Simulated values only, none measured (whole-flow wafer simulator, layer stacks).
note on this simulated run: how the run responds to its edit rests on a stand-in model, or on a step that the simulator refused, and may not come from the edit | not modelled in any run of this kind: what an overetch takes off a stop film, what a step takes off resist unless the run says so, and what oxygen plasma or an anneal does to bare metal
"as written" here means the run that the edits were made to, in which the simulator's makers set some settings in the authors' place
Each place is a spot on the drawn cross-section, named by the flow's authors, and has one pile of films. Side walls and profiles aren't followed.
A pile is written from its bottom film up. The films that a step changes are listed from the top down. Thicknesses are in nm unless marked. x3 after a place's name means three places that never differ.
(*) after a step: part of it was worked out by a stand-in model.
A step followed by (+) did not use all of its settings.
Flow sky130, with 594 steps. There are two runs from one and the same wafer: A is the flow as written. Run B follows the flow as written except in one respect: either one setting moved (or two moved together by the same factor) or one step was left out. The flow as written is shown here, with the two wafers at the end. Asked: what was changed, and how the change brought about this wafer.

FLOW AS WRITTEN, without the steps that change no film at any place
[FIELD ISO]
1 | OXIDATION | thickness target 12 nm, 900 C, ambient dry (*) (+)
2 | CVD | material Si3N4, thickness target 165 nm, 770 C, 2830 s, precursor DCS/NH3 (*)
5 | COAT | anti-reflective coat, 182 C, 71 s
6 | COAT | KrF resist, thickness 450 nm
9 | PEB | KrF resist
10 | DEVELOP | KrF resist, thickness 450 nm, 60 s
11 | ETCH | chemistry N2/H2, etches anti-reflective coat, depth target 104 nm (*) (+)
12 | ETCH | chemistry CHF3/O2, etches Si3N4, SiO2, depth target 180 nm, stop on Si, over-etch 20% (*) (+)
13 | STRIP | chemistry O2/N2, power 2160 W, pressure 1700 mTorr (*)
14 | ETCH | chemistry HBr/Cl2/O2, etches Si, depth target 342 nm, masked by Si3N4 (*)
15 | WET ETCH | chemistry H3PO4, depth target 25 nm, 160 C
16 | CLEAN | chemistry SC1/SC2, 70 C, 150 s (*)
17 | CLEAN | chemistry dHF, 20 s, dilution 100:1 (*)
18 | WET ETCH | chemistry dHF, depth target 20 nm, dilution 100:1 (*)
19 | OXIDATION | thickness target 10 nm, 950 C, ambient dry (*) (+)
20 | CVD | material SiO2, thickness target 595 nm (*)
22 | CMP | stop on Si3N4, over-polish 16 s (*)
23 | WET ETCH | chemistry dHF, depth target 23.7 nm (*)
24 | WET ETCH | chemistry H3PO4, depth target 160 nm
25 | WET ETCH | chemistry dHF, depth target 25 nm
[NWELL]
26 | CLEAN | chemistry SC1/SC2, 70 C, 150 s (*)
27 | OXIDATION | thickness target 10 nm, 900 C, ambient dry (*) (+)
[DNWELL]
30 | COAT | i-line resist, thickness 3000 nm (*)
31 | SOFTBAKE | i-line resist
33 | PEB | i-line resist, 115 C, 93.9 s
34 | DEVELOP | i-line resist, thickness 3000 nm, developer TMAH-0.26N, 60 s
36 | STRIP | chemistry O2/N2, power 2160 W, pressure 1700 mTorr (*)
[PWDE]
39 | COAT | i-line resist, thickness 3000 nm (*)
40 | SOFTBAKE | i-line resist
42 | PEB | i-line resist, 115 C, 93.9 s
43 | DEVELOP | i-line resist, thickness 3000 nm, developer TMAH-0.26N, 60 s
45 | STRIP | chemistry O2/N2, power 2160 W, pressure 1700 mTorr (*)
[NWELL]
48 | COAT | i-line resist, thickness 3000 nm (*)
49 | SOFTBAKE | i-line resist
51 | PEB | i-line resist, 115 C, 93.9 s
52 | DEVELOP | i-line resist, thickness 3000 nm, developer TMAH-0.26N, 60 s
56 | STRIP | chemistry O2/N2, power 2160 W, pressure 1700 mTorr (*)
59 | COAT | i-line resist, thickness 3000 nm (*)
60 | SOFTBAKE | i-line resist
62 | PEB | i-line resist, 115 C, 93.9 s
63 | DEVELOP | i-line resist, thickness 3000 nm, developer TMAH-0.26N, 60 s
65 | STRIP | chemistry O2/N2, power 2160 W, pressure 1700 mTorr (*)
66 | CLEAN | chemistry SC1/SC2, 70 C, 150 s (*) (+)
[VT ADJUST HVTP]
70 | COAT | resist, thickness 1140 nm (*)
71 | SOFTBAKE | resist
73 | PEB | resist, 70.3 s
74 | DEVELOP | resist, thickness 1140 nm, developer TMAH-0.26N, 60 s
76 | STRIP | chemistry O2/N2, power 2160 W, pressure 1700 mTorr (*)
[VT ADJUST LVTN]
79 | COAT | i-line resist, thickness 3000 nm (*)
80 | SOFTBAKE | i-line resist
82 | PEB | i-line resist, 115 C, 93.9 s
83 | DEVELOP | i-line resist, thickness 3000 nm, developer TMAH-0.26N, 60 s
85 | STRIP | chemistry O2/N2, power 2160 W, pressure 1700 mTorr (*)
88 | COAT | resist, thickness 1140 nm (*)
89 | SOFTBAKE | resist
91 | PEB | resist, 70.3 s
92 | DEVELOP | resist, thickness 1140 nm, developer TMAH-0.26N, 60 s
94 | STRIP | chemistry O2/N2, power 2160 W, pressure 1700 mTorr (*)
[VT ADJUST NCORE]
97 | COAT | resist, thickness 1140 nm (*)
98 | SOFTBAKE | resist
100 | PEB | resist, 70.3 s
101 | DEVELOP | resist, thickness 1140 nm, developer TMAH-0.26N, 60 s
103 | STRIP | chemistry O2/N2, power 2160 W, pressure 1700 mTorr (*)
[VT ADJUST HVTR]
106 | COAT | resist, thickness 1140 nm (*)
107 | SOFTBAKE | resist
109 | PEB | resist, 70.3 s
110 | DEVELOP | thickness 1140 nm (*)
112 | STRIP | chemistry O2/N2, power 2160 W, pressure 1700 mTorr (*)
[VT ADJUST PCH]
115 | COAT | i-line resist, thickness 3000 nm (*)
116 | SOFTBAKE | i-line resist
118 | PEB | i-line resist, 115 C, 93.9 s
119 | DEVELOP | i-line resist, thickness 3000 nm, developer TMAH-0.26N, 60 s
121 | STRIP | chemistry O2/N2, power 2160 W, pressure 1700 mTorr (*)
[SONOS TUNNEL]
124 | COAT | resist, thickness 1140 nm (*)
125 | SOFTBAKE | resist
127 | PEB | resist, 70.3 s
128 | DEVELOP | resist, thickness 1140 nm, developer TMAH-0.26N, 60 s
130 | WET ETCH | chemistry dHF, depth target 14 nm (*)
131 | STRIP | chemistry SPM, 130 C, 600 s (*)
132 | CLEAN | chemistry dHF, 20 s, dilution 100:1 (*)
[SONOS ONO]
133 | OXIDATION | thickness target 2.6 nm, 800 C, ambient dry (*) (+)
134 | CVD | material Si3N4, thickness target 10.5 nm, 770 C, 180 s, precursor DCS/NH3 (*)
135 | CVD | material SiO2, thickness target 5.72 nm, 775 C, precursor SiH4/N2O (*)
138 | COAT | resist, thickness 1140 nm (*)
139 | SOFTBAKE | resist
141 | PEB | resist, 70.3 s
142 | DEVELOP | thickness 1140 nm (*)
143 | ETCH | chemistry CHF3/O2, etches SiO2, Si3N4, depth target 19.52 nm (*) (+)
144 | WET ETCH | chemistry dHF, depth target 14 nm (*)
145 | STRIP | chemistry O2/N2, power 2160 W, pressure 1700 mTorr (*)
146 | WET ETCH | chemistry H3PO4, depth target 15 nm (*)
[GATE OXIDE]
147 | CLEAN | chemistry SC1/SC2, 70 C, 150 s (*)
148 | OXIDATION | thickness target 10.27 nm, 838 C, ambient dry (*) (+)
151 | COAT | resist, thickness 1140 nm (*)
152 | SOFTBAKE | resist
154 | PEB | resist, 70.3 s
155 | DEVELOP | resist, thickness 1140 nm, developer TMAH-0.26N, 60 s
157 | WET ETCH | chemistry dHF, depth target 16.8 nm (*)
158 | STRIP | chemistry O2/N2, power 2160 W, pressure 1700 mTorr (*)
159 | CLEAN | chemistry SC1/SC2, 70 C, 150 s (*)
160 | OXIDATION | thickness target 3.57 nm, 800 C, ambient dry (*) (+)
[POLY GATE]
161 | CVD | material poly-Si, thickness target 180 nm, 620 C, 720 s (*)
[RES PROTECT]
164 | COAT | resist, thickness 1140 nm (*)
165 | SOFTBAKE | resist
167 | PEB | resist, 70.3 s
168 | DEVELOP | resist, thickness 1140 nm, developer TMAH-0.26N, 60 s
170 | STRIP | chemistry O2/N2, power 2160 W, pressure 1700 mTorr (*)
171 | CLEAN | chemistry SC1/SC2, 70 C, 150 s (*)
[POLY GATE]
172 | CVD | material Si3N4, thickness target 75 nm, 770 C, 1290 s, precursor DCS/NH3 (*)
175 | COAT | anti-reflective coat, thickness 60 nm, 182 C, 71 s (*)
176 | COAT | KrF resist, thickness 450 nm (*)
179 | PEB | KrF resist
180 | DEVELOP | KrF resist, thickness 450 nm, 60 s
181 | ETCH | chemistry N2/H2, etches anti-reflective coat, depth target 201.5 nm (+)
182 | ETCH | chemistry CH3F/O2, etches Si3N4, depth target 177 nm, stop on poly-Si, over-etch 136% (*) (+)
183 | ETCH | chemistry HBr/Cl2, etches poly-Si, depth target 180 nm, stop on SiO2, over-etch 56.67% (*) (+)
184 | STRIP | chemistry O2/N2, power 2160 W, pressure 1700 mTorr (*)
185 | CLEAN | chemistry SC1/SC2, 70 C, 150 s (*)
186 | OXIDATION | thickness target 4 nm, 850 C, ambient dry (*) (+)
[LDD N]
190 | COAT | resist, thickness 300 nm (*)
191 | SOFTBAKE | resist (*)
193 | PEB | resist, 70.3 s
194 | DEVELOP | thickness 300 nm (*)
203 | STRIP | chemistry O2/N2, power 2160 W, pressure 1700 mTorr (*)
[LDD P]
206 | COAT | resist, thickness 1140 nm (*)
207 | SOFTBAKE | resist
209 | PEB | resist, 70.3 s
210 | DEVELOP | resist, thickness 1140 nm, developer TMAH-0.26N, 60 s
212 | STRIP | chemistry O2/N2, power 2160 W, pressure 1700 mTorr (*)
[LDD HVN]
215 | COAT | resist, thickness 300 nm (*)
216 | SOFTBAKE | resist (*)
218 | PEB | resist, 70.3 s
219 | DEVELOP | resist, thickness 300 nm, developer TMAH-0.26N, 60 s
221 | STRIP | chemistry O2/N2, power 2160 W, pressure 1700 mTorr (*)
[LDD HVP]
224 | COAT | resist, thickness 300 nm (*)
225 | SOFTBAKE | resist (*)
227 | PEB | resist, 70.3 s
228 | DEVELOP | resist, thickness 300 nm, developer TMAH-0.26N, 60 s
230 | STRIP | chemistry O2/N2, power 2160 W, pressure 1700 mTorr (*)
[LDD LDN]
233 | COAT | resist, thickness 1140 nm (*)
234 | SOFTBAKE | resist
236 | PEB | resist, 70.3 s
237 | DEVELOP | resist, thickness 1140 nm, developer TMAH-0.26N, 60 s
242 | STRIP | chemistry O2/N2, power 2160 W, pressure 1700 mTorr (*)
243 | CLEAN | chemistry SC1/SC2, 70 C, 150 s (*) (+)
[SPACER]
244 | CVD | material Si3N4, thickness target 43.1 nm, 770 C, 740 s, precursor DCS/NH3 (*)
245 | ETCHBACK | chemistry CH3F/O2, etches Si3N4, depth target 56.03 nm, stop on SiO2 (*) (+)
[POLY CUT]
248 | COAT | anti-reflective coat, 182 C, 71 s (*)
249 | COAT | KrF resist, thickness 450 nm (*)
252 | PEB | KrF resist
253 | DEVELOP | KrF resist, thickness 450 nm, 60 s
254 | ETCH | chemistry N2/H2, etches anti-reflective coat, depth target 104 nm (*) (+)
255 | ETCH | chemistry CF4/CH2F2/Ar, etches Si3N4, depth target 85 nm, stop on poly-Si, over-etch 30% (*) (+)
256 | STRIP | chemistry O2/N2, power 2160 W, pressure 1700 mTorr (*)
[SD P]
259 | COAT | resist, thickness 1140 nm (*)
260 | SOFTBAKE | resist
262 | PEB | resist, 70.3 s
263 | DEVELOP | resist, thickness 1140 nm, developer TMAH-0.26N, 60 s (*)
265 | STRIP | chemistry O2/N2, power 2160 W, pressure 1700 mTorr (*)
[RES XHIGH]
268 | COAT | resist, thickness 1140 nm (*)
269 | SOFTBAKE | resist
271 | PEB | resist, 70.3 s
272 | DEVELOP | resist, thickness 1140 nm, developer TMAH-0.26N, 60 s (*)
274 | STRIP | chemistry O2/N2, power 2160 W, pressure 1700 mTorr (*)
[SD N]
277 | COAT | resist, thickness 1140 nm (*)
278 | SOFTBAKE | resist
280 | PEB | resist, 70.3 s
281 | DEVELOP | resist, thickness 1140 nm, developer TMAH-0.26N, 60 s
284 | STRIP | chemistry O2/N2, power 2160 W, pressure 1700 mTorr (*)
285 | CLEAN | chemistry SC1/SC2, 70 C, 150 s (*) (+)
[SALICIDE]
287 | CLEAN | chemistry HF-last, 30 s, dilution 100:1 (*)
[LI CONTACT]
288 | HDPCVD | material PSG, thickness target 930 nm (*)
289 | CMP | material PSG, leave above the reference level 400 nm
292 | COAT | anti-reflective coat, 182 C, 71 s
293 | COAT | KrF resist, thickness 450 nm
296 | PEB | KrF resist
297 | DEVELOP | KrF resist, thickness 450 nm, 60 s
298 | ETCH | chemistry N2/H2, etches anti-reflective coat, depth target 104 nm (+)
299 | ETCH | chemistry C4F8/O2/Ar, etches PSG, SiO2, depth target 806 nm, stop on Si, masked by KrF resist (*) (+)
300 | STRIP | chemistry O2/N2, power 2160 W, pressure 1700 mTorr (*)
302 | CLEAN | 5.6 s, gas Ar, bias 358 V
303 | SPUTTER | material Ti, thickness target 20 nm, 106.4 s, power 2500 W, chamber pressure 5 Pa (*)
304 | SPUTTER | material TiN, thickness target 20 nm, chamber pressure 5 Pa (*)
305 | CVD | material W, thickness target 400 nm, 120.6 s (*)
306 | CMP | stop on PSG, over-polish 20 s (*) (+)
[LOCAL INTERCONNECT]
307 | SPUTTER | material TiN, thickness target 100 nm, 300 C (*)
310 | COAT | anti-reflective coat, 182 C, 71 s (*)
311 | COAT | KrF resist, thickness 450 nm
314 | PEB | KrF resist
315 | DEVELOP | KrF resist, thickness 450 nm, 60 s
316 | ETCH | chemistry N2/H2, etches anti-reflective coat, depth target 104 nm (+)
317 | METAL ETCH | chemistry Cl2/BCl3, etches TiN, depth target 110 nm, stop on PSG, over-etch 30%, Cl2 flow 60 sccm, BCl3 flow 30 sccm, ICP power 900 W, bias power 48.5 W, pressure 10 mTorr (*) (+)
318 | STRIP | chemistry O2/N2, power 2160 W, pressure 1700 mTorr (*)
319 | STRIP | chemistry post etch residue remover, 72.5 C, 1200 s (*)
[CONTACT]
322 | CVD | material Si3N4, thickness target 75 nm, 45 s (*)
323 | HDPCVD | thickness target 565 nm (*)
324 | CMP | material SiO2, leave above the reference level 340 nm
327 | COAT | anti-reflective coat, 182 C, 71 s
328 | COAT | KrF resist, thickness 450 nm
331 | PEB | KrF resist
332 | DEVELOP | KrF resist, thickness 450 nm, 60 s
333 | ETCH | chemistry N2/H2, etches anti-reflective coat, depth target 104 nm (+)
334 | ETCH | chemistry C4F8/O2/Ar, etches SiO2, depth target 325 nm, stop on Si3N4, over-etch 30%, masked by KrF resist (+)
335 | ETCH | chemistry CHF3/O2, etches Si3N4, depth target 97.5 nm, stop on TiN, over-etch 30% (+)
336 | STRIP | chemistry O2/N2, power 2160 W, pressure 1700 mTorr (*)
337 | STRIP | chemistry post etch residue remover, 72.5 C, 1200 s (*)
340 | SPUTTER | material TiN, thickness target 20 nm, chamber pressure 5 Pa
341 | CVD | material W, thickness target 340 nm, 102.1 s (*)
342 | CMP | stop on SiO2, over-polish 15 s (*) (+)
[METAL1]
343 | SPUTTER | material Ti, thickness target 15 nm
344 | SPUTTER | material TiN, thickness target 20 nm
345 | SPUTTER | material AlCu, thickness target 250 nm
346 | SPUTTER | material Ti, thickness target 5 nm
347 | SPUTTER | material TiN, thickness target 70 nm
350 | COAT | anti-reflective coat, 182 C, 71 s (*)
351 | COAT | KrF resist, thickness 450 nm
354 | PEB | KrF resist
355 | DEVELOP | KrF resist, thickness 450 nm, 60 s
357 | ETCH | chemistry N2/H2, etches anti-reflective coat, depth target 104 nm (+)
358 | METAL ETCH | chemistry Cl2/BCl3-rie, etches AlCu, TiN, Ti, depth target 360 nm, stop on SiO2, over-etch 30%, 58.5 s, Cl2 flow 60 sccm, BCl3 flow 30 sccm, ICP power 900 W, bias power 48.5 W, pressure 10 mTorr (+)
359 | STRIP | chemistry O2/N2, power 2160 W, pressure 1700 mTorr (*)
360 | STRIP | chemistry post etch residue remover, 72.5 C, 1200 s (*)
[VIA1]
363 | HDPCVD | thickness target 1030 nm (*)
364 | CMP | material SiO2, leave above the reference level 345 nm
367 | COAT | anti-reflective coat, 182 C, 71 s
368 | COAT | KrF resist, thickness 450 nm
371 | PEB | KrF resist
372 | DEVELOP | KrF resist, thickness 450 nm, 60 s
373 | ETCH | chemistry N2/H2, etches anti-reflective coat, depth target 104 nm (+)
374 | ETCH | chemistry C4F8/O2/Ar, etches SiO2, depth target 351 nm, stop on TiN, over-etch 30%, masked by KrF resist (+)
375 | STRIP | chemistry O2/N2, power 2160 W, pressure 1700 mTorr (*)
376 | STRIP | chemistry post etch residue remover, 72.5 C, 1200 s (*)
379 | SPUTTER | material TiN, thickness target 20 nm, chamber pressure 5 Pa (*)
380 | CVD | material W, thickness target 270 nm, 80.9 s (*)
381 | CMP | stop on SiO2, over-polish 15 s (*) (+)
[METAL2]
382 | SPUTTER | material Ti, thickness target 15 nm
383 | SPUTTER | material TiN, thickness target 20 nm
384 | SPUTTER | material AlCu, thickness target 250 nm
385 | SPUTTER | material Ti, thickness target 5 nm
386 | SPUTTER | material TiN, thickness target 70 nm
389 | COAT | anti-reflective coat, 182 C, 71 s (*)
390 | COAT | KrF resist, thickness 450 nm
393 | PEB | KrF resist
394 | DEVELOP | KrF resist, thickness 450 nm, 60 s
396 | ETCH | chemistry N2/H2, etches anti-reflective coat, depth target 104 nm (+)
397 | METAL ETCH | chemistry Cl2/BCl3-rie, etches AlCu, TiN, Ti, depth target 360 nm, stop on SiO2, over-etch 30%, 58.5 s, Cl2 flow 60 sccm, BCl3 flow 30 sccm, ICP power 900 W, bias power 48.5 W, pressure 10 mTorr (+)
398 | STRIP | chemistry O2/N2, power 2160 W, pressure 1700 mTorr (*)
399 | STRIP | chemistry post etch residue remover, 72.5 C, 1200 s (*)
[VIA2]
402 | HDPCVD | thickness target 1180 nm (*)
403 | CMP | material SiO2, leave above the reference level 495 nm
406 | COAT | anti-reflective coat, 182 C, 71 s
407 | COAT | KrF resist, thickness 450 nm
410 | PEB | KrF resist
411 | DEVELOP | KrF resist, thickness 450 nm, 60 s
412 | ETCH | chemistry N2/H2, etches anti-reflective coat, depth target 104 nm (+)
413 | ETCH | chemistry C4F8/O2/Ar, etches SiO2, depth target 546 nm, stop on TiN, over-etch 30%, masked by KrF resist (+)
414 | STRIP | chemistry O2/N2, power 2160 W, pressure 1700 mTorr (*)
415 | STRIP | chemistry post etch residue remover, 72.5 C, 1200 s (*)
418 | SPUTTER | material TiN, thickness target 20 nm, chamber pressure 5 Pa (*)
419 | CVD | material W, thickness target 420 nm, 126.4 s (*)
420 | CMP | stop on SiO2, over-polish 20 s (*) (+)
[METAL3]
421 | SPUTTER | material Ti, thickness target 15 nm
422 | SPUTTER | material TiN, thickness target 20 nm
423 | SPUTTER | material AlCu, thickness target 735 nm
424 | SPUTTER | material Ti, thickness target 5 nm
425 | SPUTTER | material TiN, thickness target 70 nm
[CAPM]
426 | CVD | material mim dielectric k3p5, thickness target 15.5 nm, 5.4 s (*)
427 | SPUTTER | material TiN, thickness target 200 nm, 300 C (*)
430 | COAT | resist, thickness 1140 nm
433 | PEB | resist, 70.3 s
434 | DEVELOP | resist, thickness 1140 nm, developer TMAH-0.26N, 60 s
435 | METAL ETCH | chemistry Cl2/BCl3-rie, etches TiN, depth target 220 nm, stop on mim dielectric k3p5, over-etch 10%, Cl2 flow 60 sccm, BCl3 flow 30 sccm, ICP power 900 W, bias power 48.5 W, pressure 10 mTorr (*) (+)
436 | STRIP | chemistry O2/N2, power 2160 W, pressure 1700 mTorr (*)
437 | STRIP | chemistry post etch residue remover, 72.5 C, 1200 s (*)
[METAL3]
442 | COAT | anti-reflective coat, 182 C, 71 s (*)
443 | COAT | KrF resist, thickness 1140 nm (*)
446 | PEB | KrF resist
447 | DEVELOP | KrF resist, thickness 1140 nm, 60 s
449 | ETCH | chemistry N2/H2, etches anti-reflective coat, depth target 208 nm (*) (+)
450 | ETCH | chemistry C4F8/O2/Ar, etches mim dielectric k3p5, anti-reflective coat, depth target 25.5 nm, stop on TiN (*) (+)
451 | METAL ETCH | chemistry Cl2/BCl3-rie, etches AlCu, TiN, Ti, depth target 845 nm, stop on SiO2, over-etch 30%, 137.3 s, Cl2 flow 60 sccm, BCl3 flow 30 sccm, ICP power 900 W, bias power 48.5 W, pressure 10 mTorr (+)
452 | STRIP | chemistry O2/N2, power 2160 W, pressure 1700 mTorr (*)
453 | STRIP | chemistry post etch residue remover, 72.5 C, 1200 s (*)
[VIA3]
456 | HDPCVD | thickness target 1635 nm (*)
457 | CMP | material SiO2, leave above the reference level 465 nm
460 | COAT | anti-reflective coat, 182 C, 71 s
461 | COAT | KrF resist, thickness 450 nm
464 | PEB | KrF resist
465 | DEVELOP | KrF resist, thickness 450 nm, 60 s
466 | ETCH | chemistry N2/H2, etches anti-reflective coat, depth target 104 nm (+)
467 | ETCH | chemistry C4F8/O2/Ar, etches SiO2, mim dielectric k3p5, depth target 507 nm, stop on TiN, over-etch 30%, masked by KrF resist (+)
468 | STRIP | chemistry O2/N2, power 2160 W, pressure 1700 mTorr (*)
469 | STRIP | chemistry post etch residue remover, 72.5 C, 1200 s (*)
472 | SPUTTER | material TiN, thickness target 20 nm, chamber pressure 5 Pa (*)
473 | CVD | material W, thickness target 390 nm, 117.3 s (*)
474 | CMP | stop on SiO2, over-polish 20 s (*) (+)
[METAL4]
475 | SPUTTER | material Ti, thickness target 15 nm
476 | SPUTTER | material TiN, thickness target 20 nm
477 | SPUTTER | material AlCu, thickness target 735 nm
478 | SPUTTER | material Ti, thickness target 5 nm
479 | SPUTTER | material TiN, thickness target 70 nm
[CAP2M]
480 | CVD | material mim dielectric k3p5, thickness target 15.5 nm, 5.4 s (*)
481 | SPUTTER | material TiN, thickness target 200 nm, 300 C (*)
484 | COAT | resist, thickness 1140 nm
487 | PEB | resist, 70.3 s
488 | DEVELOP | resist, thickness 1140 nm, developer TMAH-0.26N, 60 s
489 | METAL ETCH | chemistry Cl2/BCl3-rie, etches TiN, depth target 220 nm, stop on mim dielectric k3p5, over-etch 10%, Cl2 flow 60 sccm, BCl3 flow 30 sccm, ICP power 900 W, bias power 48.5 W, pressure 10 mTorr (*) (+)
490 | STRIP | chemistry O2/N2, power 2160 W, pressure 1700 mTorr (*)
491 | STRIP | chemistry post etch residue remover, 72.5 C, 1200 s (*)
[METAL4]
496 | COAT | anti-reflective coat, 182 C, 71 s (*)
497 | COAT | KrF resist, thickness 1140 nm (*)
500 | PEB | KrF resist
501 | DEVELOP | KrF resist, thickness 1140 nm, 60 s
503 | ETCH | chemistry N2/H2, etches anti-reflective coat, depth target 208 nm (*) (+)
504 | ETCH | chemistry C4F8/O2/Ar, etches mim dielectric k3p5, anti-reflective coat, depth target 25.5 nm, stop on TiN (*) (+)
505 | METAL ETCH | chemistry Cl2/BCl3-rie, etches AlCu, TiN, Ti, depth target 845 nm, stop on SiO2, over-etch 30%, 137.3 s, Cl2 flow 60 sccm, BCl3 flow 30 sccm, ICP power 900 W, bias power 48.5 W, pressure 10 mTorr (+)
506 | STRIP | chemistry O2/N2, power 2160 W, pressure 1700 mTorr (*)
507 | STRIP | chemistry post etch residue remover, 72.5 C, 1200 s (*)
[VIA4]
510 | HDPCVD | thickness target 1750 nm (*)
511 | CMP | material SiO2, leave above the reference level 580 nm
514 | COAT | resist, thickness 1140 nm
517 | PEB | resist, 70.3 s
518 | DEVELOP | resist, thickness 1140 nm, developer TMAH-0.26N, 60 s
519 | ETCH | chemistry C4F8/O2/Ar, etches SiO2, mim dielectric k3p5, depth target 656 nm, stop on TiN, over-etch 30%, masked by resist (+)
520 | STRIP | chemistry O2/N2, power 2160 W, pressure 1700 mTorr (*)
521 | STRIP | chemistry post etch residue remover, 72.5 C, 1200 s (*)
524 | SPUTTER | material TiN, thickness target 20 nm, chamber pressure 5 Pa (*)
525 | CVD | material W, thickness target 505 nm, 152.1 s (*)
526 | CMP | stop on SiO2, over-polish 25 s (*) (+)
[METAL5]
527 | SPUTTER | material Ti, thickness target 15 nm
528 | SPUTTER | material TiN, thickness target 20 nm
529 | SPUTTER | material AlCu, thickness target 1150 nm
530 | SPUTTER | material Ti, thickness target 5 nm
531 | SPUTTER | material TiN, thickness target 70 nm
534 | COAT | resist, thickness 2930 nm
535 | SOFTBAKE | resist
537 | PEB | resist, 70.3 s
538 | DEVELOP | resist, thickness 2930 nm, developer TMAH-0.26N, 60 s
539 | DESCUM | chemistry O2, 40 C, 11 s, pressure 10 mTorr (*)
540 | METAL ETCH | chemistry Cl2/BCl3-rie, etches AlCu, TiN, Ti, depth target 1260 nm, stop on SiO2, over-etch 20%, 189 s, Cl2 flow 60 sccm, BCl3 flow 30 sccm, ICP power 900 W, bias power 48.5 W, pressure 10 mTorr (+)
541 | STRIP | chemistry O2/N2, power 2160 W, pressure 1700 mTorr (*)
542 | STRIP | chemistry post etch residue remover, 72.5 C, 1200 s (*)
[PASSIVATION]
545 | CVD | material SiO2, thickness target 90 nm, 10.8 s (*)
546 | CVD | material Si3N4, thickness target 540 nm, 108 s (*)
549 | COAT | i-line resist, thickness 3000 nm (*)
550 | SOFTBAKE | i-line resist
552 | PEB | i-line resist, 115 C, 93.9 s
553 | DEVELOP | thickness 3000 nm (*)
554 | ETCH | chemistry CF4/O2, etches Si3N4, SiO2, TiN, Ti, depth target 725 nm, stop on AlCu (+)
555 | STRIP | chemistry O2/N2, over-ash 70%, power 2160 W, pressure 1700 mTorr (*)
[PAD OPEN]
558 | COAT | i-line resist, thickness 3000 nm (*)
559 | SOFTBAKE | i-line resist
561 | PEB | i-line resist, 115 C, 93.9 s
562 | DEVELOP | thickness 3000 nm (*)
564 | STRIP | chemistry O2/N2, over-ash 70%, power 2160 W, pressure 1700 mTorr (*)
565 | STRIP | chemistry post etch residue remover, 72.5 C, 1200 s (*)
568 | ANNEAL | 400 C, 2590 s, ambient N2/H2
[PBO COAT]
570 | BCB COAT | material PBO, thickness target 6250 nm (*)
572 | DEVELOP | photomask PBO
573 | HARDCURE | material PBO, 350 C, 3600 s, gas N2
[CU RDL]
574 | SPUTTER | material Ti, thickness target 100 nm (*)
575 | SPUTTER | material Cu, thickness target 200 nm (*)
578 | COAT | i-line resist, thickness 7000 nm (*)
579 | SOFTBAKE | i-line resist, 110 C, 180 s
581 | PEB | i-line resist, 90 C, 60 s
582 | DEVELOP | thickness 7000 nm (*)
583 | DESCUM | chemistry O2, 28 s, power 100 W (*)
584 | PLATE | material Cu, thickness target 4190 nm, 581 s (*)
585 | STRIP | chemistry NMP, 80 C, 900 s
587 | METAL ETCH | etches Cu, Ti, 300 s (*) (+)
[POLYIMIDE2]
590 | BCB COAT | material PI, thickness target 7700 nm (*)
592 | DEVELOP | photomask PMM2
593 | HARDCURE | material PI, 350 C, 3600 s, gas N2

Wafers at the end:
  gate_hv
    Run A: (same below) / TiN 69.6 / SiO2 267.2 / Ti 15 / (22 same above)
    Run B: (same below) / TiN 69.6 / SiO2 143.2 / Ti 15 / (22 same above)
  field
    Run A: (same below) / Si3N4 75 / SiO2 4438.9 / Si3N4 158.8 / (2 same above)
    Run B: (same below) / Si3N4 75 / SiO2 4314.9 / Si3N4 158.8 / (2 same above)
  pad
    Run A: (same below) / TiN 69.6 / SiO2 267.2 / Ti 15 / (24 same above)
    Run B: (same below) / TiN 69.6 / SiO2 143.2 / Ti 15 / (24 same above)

The reason: step 364, CMP: leave above the reference level 221 nm was run, whereas the flow has leave above the reference level 345 nm.

How this came from the change, step by step:
  364 | CMP | material SiO2, leave above the reference level 345 nm
      n_well, p_well, gate_hv and 100 more: A SiO2 loses 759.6 | B SiO2 loses 883.6
      field, active, gate and 81 more: A SiO2 loses 389.1 | B SiO2 loses 513.1
      (also at 4 further places)
  374 | ETCH | chemistry C4F8/O2/Ar, etches SiO2, depth target 351 nm, stop on TiN, over-etch 30%, masked by KrF resist (+)
      field, active, n_well and 186 more: A KrF resist loses 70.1 | B KrF resist loses 37.9
      m1, via1_hole: A SiO2 loses 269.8 (all of it) | B SiO2 loses 145.8 (all of it)
  375 | STRIP | chemistry O2/N2, power 2160 W, pressure 1700 mTorr (*)
      field, active, n_well and 186 more: A KrF resist loses 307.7 (all of it), anti-reflective coat loses 80 (all of it) | B KrF resist loses 339.9 (all of it), anti-reflective coat loses 80 (all of it)
  379 | SPUTTER | material TiN, thickness target 20 nm, chamber pressure 5 Pa (*)
      m1: A TiN gains 11 | B TiN gains 13.6
      via1_hole: A TiN gains 10.9 | B TiN gains 13.6
  380 | CVD | material W, thickness target 270 nm, 80.9 s (*)
      m1, via1_hole: A W gains 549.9 (new film) | B W gains 423.2 (new film)
